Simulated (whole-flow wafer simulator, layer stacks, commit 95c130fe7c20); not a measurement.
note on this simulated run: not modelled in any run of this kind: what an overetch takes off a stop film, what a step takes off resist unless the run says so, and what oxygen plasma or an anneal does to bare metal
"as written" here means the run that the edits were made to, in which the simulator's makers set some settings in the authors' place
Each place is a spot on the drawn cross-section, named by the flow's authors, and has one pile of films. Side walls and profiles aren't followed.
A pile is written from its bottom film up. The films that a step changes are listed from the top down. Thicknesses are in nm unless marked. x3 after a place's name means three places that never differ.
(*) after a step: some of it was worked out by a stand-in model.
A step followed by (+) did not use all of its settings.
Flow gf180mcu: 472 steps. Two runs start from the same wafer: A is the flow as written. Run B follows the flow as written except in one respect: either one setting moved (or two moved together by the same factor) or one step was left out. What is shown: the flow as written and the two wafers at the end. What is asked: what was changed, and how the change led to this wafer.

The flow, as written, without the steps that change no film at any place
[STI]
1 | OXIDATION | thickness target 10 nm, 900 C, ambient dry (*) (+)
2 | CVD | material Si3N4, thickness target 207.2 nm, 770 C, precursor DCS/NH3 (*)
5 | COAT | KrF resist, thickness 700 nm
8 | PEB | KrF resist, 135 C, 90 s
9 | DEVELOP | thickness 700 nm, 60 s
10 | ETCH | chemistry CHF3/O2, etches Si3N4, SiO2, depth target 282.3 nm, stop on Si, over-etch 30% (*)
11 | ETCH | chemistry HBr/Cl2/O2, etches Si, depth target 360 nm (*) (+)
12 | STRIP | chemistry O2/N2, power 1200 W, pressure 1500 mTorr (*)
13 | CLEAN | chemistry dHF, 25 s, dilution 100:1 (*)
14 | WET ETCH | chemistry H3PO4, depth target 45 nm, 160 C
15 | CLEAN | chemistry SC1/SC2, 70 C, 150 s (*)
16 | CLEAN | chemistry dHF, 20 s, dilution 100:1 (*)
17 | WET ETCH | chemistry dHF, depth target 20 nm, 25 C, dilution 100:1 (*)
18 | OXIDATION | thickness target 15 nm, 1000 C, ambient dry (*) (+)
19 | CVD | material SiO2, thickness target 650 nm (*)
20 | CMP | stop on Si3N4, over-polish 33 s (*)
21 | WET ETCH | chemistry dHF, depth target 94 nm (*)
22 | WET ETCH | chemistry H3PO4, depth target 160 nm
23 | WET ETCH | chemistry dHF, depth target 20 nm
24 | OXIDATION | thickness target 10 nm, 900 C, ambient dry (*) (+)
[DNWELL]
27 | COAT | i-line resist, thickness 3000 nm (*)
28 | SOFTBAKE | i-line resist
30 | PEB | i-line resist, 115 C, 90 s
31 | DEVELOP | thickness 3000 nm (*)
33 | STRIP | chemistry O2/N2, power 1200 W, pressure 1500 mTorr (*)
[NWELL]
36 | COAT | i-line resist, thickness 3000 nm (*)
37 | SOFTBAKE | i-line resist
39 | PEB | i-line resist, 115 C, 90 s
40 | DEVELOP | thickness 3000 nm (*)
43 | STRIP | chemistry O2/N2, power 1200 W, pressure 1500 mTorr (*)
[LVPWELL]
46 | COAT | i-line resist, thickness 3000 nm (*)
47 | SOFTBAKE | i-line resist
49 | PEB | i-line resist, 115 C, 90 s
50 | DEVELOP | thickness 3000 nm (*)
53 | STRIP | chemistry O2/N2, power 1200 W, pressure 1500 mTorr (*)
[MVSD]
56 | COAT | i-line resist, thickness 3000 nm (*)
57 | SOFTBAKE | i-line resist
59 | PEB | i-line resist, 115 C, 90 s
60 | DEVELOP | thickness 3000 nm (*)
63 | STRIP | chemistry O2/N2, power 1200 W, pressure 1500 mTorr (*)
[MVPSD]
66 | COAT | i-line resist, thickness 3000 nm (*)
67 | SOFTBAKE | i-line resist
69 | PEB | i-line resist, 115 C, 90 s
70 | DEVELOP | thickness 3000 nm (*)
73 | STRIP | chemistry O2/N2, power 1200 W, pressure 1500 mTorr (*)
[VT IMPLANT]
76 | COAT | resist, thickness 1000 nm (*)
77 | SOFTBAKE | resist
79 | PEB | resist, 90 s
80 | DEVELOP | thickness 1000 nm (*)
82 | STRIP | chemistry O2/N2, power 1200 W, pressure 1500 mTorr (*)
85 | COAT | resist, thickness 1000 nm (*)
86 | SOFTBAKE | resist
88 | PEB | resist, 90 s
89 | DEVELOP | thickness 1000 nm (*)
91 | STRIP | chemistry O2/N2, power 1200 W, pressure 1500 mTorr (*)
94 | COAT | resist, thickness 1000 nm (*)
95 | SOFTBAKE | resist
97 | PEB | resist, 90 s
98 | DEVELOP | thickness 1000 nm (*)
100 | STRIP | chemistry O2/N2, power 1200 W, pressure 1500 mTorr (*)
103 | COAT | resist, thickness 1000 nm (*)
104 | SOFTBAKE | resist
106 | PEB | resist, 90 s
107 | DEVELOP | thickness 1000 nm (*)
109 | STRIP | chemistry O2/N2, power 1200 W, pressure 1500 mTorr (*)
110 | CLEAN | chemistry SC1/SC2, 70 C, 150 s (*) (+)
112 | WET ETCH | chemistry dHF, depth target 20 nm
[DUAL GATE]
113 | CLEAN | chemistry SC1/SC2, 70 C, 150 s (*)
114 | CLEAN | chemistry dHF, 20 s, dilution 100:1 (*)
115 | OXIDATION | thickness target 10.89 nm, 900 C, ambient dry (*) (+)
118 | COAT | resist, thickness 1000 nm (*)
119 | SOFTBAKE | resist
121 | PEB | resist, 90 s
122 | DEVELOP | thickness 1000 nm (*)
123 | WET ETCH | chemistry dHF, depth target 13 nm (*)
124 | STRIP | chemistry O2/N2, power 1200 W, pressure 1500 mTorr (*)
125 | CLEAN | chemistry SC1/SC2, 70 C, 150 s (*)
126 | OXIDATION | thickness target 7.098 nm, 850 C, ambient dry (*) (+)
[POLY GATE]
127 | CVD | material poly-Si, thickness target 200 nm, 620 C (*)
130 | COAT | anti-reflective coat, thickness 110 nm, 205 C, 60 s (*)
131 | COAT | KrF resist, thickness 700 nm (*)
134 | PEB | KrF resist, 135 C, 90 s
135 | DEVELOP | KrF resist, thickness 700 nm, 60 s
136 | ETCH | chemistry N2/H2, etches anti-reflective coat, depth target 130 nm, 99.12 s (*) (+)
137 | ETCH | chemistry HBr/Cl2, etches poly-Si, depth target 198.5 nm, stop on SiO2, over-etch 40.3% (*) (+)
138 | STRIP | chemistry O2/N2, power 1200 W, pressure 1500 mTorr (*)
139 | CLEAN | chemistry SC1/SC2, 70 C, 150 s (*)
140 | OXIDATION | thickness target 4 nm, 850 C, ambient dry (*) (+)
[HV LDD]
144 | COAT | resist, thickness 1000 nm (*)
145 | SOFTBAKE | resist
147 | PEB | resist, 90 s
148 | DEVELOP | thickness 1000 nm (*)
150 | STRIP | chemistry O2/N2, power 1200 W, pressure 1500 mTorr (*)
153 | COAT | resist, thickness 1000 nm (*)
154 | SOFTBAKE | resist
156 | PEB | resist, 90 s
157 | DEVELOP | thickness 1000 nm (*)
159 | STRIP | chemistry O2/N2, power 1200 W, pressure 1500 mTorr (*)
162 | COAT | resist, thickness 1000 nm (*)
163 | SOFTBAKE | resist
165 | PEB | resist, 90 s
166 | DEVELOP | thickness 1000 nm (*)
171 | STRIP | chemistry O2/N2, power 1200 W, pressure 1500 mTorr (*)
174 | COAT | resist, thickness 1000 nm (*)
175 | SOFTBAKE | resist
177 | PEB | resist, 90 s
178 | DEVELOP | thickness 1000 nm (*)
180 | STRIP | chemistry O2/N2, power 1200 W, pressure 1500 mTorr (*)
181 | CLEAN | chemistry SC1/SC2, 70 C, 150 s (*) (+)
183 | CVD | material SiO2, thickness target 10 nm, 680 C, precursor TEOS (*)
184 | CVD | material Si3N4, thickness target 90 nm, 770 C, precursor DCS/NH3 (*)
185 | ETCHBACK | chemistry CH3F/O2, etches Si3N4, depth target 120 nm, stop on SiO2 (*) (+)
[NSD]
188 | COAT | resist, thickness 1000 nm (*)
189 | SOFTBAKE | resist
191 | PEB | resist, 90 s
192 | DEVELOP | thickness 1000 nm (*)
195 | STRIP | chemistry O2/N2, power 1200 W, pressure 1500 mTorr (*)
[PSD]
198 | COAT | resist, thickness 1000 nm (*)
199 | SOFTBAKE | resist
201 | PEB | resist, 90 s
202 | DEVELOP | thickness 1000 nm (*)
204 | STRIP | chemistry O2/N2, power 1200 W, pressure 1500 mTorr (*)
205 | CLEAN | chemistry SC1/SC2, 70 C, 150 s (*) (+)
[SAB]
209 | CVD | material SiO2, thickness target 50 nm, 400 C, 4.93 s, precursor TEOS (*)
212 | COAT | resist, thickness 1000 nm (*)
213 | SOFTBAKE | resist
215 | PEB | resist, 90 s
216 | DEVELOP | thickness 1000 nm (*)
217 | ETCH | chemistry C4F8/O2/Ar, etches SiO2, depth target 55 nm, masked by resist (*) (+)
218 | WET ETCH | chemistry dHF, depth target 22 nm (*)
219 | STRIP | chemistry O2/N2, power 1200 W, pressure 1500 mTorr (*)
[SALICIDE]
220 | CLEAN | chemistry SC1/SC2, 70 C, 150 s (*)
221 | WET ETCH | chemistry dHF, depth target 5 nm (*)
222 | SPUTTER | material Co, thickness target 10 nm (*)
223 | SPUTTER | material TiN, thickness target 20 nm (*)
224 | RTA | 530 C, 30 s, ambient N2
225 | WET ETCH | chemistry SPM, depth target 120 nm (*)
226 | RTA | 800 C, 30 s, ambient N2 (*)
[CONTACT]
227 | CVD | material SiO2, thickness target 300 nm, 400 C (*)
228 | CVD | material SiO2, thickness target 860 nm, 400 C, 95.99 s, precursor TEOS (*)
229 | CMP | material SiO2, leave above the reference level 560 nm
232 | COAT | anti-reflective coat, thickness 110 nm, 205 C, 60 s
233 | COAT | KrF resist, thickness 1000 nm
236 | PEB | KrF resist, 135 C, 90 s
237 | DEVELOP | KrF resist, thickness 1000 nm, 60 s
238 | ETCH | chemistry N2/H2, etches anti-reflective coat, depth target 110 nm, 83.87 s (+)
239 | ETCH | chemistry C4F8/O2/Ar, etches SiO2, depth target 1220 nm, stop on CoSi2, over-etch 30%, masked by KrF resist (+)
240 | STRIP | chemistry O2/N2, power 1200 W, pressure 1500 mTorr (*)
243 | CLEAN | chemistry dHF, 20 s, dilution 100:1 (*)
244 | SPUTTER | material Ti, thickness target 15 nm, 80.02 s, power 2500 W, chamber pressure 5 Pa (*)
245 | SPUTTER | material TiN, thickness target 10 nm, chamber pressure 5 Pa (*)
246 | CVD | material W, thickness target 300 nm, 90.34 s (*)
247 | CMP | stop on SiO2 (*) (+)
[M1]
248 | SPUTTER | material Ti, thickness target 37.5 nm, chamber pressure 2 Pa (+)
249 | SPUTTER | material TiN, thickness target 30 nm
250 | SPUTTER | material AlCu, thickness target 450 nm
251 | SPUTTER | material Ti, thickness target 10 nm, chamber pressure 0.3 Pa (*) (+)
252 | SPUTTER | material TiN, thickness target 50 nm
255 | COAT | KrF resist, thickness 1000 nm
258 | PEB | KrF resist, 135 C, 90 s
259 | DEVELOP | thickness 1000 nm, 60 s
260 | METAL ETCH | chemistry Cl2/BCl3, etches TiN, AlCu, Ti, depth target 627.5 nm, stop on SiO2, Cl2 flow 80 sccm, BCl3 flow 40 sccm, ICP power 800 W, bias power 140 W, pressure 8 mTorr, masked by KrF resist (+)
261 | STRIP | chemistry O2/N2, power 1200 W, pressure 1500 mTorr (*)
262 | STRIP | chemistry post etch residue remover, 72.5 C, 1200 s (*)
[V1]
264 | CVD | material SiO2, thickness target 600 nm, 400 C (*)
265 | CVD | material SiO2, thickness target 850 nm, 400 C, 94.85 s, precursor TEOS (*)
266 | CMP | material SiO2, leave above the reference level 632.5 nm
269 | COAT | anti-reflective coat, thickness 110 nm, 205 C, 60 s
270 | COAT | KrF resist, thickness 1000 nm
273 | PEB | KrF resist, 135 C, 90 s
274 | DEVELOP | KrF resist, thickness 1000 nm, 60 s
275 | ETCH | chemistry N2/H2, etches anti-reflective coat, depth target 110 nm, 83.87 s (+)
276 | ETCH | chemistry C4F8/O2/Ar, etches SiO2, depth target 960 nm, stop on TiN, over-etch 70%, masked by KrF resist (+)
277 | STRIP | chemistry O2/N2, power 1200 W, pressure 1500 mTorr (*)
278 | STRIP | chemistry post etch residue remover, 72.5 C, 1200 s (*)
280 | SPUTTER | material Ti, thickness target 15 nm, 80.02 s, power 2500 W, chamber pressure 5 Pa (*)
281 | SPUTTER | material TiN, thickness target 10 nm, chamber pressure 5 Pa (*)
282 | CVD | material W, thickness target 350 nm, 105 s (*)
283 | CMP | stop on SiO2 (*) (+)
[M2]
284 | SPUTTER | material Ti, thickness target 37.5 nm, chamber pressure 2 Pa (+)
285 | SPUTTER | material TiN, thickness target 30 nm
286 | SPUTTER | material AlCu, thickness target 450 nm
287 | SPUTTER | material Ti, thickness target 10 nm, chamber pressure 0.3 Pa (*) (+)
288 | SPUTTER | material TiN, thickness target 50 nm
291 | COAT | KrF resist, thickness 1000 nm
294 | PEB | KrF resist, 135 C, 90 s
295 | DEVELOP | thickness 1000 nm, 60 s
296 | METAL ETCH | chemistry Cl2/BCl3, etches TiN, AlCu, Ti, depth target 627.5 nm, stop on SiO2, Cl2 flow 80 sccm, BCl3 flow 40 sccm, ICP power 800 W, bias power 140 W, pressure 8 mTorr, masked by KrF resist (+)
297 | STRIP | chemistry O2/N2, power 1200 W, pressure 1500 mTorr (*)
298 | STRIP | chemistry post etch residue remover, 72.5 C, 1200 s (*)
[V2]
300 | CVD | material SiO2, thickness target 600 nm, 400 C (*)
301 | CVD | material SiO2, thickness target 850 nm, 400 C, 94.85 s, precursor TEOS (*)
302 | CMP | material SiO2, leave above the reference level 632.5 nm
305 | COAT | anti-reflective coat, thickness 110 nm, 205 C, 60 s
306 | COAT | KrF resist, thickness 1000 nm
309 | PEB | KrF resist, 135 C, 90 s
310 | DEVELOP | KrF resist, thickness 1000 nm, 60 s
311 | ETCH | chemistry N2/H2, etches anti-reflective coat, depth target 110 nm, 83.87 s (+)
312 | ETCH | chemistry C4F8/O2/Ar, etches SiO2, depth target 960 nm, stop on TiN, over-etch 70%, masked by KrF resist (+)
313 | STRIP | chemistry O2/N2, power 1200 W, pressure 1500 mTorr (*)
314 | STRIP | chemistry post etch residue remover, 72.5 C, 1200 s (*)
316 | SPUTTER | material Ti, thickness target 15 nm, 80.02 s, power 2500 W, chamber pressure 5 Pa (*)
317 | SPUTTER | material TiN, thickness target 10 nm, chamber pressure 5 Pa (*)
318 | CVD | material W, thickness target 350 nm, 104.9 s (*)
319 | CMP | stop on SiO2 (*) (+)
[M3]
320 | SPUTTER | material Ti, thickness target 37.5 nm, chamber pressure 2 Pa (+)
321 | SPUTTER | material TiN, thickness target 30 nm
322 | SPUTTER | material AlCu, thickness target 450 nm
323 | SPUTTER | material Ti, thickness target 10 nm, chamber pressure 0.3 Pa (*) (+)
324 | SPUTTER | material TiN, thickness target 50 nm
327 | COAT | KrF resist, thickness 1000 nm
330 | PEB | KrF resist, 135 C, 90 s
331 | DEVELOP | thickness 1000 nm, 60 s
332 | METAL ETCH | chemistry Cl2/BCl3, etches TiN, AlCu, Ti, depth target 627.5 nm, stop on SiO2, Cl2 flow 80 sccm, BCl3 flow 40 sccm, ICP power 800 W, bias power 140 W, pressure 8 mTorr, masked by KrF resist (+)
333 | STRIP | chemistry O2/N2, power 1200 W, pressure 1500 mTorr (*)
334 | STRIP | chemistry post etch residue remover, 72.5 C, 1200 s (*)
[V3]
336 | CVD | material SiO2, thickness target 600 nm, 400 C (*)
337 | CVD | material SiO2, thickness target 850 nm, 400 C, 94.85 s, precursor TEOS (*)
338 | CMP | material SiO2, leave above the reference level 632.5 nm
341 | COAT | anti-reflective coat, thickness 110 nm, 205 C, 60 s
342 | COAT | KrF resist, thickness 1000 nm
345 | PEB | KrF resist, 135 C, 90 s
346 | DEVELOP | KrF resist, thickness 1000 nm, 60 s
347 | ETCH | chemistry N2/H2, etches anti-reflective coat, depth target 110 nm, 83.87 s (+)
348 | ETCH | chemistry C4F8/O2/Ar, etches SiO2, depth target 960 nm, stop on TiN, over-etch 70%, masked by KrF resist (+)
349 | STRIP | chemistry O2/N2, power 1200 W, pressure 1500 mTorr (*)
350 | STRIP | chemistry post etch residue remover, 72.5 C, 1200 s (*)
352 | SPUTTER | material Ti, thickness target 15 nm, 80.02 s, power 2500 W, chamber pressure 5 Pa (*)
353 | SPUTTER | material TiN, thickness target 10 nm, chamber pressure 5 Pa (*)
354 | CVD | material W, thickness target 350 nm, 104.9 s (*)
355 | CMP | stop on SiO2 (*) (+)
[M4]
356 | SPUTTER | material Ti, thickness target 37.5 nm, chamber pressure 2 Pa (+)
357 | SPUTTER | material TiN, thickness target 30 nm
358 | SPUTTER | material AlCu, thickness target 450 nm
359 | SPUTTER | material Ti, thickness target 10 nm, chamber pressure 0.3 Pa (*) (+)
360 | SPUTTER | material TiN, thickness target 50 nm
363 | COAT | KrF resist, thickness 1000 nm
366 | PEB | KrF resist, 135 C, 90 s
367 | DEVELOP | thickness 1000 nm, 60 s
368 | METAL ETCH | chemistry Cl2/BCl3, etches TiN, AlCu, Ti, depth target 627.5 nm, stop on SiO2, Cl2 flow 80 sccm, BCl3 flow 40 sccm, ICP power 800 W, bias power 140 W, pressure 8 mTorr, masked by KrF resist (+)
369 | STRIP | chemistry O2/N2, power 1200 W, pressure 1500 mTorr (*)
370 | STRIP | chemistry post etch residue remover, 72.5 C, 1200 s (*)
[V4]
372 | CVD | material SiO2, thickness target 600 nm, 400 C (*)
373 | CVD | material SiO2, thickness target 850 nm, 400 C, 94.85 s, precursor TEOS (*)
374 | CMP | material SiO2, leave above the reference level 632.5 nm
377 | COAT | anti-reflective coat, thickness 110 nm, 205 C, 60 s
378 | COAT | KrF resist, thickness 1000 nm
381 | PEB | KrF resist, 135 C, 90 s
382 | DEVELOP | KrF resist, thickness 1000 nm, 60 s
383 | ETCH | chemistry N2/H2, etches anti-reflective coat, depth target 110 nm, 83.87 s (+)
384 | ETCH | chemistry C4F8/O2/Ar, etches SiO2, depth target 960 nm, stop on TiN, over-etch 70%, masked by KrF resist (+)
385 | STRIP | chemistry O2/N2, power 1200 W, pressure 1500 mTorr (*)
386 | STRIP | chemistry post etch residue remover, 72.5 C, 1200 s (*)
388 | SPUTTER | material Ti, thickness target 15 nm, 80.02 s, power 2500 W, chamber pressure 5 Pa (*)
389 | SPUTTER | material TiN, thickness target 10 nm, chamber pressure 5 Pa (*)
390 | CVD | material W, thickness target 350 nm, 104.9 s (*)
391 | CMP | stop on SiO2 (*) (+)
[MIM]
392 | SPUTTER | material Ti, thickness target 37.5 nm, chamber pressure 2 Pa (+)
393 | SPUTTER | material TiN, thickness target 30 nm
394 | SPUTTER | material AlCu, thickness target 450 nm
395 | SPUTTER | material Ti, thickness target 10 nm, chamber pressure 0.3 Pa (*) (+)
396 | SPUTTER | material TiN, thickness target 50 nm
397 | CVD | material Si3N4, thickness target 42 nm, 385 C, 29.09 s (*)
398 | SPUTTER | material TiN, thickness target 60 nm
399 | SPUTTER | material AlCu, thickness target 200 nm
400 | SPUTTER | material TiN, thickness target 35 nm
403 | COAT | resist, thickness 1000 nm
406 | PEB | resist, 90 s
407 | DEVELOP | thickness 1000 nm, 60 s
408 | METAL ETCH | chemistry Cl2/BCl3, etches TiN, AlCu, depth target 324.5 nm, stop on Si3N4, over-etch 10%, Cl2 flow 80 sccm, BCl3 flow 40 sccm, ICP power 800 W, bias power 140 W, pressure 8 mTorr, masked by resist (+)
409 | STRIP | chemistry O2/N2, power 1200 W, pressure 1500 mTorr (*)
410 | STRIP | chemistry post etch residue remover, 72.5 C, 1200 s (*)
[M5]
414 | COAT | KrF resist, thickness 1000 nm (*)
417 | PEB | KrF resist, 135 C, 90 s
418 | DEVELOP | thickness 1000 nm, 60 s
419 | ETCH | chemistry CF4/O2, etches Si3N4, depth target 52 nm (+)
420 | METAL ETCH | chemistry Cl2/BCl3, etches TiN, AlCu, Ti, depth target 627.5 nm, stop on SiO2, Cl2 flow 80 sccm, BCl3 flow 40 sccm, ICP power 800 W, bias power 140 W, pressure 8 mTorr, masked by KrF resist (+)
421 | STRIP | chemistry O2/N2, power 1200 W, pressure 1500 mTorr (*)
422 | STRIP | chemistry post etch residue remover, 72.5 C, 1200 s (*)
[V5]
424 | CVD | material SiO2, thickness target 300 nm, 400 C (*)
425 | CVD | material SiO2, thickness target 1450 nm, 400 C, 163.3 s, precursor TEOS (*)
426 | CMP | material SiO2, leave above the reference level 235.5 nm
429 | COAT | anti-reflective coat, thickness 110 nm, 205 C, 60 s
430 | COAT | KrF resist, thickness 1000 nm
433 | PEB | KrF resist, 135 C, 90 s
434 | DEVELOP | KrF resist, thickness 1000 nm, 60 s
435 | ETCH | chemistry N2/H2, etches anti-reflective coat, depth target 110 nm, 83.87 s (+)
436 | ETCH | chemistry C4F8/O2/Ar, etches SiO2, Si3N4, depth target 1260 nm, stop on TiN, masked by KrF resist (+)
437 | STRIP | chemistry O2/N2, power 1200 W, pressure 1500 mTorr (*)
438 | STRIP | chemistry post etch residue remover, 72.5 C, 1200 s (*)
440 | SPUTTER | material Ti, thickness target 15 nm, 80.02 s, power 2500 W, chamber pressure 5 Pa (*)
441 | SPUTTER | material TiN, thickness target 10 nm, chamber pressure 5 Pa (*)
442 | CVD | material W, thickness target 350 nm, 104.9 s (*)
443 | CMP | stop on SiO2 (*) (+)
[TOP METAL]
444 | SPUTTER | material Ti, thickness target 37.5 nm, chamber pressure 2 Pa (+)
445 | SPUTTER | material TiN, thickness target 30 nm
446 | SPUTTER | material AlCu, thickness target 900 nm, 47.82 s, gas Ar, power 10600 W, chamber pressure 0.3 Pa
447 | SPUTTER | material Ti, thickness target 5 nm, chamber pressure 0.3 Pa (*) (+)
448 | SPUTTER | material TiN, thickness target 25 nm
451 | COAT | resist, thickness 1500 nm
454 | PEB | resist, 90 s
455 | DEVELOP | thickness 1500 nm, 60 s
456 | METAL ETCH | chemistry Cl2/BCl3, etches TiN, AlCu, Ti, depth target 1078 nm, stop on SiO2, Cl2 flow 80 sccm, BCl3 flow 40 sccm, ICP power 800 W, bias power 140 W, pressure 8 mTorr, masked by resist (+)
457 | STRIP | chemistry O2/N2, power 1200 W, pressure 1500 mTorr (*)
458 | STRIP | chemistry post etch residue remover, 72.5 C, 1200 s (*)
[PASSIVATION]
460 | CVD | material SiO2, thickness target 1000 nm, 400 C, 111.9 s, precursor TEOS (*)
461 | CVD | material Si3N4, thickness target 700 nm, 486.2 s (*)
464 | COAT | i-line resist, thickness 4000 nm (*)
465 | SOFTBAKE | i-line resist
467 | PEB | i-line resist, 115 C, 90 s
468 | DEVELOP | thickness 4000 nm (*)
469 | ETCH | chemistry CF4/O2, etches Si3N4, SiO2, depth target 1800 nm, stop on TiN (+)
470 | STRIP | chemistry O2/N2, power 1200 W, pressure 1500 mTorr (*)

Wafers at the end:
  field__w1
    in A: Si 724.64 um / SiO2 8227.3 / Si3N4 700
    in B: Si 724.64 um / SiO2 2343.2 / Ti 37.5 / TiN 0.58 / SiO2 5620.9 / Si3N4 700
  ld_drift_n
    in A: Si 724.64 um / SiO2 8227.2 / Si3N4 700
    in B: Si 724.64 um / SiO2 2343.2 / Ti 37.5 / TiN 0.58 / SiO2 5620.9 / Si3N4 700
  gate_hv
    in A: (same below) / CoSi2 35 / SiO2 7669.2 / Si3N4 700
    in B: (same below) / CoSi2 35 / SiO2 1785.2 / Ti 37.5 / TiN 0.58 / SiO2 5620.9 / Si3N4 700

What caused this: step 286, SPUTTER: thickness target 225 nm was run, whereas the flow has thickness target 450 nm; step 296, METAL ETCH: depth target 314 nm was run, where the flow has depth target 627.5 nm.

How this came from the change, step by step:
  286 | SPUTTER | material AlCu, thickness target 450 nm
      field, field__w1, field__w2 and 108 more: A +450 AlCu (new film) | B +225 AlCu (new film)
  296 | METAL ETCH | chemistry Cl2/BCl3, etches TiN, AlCu, Ti, depth target 627.5 nm, stop on SiO2, Cl2 flow 80 sccm, BCl3 flow 40 sccm, ICP power 800 W, bias power 140 W, pressure 8 mTorr, masked by KrF resist (+)
      field, field__w1, field__w2 and 103 more: A -50 TiN (all of it), -10 Ti (all of it), -450 AlCu (all of it), -30 TiN (all of it), -37.5 Ti (all of it) | B -50 TiN (all of it), -10 Ti (all of it), -225 AlCu (all of it), -29 TiN
      field__w8, contact, m1, m1__w1, m1_nw: A -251 KrF resist | B -125.6 KrF resist
  297 | STRIP | chemistry O2/N2, power 1200 W, pressure 1500 mTorr (*)
      field__w8, contact, m1, m1__w1, m1_nw: A -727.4 KrF resist (all of it) | B -852.8 KrF resist (all of it)
  300 | CVD | material SiO2, thickness target 600 nm, 400 C (*)
      field, field__w1, field__w2 and 103 more: A +600 SiO2 | B +600 SiO2 (new film)
  302 | CMP | material SiO2, leave above the reference level 632.5 nm
      field, field__w1, field__w2 and 103 more: A -300 SiO2 | B -563.1 SiO2
Taking metal films that touch as one body, field__w1 has 1 body; the flow as written gives 0 bodies.
Taking metal films that touch as one body, ld_drift_n has 1 body; the flow as written gives 0 bodies.
Taking metal films that touch as one body, gate_hv has 2 bodies (between them, from the top down: SiO2 1785.2); the flow as written gives 1 body.
